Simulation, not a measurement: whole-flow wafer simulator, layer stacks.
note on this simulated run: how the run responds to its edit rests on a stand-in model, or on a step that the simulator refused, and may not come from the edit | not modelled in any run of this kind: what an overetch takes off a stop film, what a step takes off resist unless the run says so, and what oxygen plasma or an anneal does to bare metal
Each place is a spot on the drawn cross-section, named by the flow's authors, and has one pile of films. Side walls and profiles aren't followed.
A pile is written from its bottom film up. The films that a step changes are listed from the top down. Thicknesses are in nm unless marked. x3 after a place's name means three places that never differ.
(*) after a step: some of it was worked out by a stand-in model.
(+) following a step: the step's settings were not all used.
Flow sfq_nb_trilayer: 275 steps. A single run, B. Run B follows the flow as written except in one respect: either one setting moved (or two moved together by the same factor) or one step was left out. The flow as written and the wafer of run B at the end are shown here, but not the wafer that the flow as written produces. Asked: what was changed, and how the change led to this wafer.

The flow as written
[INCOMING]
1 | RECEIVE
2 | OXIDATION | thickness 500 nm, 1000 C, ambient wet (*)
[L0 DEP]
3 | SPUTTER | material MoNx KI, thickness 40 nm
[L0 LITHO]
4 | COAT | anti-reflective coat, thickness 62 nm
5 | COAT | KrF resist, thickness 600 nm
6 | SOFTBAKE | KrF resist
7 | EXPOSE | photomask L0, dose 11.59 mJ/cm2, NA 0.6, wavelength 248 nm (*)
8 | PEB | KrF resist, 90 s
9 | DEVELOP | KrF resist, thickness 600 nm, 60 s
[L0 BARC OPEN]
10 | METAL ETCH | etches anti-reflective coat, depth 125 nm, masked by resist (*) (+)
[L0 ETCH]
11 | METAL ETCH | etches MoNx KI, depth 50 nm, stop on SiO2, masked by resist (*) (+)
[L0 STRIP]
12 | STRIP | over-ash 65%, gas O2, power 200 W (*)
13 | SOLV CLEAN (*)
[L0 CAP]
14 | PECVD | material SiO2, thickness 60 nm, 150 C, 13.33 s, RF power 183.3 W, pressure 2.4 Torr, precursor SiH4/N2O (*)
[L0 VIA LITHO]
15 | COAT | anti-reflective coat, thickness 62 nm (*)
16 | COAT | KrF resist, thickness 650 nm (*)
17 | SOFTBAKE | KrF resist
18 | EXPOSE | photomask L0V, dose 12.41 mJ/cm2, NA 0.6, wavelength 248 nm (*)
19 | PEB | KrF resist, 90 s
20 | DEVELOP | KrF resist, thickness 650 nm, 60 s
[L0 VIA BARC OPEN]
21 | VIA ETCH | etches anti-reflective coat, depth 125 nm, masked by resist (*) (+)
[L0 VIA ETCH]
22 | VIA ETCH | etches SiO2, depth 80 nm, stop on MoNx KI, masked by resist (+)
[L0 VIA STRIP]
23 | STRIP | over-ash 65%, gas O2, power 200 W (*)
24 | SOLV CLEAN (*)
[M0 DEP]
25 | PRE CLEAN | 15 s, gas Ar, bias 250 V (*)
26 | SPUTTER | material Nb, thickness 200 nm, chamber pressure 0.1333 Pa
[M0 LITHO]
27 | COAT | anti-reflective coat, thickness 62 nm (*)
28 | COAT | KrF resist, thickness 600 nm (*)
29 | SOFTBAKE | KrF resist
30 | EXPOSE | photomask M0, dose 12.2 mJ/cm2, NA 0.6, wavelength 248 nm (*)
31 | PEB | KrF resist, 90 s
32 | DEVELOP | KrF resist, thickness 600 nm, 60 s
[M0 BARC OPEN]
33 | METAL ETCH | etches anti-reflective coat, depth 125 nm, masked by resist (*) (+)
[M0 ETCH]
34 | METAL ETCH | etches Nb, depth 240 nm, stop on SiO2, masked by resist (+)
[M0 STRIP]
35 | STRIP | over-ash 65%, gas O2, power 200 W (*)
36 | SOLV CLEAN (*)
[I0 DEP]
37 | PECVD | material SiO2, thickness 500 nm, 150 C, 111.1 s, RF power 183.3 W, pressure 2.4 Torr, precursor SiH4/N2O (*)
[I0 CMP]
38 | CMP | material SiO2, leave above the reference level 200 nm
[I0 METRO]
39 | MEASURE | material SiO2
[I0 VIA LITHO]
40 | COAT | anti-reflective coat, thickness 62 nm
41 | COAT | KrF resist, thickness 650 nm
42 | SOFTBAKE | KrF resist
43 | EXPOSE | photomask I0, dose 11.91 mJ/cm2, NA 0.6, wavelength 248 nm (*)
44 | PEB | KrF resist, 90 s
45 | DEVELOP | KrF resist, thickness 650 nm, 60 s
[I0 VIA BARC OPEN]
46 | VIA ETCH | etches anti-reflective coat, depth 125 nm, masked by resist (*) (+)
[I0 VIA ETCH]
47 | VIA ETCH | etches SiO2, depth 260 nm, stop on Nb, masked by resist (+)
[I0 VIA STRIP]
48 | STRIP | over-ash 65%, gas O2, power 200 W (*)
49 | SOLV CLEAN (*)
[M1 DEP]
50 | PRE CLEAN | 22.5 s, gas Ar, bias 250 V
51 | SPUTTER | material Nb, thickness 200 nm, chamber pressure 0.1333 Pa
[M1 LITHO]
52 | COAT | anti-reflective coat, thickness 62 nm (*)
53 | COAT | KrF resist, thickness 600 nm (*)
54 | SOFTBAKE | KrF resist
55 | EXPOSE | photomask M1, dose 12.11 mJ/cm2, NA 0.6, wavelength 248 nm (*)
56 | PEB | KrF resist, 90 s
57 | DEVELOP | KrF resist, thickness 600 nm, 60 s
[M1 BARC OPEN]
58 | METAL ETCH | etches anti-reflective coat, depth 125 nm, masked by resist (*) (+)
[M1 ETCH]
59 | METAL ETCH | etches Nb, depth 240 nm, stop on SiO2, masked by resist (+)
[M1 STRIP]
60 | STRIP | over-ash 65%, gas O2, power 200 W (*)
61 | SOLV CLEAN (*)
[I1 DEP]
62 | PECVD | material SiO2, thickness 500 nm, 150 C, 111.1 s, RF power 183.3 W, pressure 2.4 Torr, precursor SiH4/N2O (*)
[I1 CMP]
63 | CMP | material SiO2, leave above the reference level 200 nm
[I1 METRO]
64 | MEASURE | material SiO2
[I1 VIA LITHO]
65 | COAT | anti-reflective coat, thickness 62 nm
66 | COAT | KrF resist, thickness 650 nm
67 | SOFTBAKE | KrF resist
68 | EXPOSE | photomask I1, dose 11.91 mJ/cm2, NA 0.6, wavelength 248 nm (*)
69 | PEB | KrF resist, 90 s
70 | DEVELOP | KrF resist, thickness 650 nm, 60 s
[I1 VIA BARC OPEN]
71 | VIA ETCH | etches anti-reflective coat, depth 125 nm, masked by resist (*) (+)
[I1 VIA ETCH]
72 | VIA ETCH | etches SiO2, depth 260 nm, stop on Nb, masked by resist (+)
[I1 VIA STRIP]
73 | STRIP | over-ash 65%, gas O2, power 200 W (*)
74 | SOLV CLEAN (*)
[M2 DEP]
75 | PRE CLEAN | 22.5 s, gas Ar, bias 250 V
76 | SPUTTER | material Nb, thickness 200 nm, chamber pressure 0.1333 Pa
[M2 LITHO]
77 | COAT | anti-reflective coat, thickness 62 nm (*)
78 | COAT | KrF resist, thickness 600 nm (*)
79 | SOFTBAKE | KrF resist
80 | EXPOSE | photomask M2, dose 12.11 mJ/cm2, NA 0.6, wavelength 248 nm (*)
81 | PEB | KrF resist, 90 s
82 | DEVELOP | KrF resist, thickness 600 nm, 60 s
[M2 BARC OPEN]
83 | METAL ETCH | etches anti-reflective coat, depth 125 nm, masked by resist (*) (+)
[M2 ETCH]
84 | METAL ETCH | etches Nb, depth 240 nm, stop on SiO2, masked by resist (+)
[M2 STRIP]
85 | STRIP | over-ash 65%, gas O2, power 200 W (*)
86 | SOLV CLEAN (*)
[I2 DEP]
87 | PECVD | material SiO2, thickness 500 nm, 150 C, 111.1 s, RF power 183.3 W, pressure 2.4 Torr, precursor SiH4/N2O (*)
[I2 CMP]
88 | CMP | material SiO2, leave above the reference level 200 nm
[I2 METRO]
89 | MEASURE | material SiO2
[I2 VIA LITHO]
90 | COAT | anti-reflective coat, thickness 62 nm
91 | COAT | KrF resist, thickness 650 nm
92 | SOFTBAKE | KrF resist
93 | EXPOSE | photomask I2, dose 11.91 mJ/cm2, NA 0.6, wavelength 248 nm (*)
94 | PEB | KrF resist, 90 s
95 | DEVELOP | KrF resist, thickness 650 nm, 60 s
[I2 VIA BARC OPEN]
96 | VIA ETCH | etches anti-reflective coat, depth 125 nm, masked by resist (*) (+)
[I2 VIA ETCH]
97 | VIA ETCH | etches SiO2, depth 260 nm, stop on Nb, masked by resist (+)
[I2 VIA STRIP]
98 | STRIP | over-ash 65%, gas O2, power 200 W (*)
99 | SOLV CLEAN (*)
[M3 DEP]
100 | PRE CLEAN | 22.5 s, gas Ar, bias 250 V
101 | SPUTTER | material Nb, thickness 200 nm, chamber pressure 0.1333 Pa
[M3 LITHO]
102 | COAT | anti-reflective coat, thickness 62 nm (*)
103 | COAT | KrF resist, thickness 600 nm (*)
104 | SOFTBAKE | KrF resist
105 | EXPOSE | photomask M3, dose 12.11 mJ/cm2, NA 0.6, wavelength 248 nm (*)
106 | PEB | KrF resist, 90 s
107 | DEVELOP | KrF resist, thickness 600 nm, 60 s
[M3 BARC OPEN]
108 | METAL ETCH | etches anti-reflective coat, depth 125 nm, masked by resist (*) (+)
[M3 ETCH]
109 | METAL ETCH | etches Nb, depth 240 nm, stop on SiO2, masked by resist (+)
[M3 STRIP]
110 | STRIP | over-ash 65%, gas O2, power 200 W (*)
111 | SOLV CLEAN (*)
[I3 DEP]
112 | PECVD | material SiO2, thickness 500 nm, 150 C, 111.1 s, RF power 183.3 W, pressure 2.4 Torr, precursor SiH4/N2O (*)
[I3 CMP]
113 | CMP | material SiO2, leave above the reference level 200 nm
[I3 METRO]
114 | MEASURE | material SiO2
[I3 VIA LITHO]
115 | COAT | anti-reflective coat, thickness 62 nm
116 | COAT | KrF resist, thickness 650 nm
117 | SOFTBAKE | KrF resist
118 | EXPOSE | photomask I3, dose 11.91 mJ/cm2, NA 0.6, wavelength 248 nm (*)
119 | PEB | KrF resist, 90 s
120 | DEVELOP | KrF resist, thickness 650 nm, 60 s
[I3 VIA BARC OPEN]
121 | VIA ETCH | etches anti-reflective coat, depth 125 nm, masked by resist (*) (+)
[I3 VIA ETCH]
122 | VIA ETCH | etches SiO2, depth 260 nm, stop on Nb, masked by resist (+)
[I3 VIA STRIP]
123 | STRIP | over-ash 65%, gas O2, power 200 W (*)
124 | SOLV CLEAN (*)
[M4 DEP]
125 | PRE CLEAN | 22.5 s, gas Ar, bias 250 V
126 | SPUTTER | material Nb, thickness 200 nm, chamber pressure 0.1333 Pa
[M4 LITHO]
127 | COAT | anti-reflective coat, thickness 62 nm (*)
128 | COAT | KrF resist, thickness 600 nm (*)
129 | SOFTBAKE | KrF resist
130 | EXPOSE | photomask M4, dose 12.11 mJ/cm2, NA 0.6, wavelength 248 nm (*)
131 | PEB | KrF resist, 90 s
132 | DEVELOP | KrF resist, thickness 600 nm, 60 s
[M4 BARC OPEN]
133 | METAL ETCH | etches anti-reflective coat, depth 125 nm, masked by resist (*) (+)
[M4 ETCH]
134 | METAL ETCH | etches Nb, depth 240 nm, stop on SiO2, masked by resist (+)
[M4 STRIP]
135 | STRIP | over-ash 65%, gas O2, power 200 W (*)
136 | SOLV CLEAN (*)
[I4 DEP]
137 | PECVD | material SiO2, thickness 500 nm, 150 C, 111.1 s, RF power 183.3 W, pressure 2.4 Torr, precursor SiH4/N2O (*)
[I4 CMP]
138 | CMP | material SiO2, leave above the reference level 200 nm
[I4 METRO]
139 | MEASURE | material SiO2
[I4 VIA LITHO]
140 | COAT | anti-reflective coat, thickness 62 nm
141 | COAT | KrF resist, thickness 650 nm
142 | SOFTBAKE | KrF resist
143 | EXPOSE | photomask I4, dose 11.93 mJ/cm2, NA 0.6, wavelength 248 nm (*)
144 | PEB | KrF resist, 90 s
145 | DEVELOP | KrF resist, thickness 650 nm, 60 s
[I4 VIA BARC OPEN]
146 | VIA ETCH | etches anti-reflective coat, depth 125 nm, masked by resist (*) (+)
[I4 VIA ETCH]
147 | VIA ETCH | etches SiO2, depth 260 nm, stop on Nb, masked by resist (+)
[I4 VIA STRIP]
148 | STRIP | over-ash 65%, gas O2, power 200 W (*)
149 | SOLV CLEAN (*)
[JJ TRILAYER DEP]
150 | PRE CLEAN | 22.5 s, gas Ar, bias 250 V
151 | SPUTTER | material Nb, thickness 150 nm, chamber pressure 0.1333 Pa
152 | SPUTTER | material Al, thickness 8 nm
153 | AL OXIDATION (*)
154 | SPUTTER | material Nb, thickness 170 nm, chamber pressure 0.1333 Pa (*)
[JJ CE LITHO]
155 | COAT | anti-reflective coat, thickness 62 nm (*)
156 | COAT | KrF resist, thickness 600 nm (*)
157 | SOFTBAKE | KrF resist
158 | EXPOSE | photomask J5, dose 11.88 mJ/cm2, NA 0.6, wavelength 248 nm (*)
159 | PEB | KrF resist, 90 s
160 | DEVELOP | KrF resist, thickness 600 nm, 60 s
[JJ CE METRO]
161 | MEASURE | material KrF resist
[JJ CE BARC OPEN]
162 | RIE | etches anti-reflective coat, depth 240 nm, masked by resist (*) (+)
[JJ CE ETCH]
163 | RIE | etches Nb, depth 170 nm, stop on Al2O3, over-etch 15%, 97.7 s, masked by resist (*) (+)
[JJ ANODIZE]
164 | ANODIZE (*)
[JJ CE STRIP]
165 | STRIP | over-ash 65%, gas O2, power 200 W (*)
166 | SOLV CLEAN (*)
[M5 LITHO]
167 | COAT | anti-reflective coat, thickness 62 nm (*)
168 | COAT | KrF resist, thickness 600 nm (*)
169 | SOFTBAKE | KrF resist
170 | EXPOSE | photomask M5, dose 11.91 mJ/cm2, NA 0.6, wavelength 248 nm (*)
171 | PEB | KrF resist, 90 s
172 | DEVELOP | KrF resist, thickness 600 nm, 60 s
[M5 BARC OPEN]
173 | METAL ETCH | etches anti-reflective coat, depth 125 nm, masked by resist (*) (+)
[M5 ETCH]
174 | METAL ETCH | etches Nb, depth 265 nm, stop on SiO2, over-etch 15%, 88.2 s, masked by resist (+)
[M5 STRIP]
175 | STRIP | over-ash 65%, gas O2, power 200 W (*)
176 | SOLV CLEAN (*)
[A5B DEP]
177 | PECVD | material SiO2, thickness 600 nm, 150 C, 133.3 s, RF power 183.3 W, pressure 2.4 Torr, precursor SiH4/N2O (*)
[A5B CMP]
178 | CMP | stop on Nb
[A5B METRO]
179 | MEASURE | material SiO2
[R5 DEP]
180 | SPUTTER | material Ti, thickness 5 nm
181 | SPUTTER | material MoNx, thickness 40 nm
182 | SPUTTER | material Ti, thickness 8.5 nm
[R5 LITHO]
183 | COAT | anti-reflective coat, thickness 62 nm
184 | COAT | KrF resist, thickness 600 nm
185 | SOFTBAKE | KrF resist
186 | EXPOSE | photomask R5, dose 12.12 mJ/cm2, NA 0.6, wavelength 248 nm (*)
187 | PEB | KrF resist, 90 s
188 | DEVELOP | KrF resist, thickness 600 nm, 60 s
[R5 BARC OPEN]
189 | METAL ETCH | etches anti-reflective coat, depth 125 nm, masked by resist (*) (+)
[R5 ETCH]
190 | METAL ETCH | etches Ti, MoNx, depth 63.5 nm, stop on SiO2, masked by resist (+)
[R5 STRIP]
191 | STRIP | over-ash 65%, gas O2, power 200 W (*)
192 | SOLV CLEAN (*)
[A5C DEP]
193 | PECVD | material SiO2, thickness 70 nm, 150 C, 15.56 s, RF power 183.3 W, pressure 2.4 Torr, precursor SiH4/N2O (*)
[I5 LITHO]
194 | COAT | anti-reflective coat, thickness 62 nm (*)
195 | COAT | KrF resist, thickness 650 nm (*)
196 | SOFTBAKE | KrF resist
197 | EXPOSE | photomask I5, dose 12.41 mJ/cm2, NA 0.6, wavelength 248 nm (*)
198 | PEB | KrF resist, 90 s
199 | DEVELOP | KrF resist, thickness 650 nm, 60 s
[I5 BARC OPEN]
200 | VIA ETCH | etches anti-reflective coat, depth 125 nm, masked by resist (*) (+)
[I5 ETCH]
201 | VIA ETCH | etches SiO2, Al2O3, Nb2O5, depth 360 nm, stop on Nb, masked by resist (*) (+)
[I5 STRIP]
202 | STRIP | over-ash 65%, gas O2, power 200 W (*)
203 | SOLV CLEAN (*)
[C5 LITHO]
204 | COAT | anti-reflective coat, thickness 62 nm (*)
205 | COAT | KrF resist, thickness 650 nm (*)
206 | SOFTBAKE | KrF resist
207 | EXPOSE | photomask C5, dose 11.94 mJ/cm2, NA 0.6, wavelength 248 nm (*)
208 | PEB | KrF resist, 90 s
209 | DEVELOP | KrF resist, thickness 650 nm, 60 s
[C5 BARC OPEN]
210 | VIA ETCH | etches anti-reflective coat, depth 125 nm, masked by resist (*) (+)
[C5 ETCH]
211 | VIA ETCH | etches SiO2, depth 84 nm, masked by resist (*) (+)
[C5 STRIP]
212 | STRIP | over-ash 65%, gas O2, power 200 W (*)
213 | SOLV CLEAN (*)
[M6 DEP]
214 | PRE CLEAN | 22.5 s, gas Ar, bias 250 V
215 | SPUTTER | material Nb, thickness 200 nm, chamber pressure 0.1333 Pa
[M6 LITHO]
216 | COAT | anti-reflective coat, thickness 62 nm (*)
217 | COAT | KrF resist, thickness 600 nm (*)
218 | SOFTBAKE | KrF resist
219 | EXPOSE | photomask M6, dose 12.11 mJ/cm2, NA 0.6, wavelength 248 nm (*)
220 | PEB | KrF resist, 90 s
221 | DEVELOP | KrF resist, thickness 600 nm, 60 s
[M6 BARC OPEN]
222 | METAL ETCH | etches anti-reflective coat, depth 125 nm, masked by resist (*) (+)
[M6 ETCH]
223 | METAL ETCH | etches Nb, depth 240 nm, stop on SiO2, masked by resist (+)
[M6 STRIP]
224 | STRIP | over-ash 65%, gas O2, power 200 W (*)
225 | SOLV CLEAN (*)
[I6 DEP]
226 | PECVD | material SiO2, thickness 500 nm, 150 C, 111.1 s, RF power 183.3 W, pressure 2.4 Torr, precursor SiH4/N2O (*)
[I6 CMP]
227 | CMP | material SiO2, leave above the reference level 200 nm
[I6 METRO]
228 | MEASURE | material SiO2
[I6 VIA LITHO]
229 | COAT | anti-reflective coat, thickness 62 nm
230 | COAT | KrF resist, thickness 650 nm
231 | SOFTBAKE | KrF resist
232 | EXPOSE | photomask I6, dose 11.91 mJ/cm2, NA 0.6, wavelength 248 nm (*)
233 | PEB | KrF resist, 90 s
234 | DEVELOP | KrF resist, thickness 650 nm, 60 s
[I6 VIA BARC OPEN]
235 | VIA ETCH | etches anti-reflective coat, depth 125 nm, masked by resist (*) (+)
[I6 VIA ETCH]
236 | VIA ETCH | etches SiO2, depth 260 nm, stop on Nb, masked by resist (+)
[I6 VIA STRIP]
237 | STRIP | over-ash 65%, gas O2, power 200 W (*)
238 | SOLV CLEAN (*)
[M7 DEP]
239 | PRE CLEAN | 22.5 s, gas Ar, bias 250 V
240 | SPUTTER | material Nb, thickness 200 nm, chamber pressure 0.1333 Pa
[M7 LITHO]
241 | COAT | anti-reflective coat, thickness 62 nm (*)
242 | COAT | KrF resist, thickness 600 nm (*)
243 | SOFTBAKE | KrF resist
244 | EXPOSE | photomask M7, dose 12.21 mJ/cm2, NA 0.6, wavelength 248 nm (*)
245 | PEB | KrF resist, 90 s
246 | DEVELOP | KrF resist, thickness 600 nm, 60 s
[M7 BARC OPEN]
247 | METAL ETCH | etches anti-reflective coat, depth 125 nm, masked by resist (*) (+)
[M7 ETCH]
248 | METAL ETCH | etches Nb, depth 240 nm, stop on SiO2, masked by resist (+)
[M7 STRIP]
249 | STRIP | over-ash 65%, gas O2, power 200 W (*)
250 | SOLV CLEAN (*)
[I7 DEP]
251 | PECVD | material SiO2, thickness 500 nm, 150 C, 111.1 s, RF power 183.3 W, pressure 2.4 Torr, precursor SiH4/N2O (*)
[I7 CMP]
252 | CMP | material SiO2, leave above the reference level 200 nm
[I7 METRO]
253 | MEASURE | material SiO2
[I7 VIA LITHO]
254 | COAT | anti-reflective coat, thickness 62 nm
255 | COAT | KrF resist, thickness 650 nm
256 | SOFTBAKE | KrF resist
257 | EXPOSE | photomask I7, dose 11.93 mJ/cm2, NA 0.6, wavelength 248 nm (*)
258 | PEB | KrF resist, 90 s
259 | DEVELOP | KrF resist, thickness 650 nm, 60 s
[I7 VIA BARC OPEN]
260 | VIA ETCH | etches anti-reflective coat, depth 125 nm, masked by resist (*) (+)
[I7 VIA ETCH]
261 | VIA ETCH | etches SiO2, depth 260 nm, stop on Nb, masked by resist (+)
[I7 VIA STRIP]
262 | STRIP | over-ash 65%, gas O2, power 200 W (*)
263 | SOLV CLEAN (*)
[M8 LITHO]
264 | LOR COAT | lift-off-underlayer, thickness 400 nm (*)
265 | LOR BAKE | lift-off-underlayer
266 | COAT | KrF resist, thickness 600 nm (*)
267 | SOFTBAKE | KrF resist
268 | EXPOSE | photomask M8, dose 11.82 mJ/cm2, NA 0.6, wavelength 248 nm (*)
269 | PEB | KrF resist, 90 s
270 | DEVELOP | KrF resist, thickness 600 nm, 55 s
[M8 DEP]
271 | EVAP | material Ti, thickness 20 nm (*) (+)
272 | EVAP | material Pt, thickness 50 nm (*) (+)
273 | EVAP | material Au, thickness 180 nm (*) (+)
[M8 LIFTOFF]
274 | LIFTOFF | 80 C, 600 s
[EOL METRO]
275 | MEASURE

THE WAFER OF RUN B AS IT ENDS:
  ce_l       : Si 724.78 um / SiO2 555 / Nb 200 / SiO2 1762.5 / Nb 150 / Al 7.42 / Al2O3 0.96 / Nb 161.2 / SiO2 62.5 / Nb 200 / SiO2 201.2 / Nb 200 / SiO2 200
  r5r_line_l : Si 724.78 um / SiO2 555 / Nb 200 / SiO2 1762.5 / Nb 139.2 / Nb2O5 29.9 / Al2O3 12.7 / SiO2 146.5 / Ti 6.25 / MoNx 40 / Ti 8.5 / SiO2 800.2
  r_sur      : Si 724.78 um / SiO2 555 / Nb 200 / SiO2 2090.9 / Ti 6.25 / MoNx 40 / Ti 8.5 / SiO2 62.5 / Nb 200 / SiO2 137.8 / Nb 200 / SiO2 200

Cause: step 180, SPUTTER: thickness 6.25 nm was run, whereas the flow has thickness 5 nm.
The wafer itself shows it: r5r_line_l has Ti 6.25, and step 180 as written asks for 5 nm.

How this came from the change, step by step:
  180 | SPUTTER | material Ti, thickness 5 nm
      field_l, v_sur, via_wl and 103 more: +6.25 Ti (new film) (in the flow as written it would be: +5 Ti (new film))
  190 | METAL ETCH | etches Ti, MoNx, depth 63.5 nm, stop on SiO2, masked by resist (+)
      field_l, v_sur, via_wl and 92 more: -8.5 Ti (all of it), -40 MoNx (all of it), -6.25 Ti (all of it) (in the flow as written it would be: -8.5 Ti (all of it), -40 MoNx (all of it), -5 Ti (all of it))
      ce_l, c5j, ce_r, wl_jj: -8.5 Ti (all of it), -40 MoNx (all of it), -6.25 Ti (all of it), -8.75 Nb (in the flow as written it would be: -8.5 Ti (all of it), -40 MoNx (all of it), -5 Ti (all of it), -10 Nb)
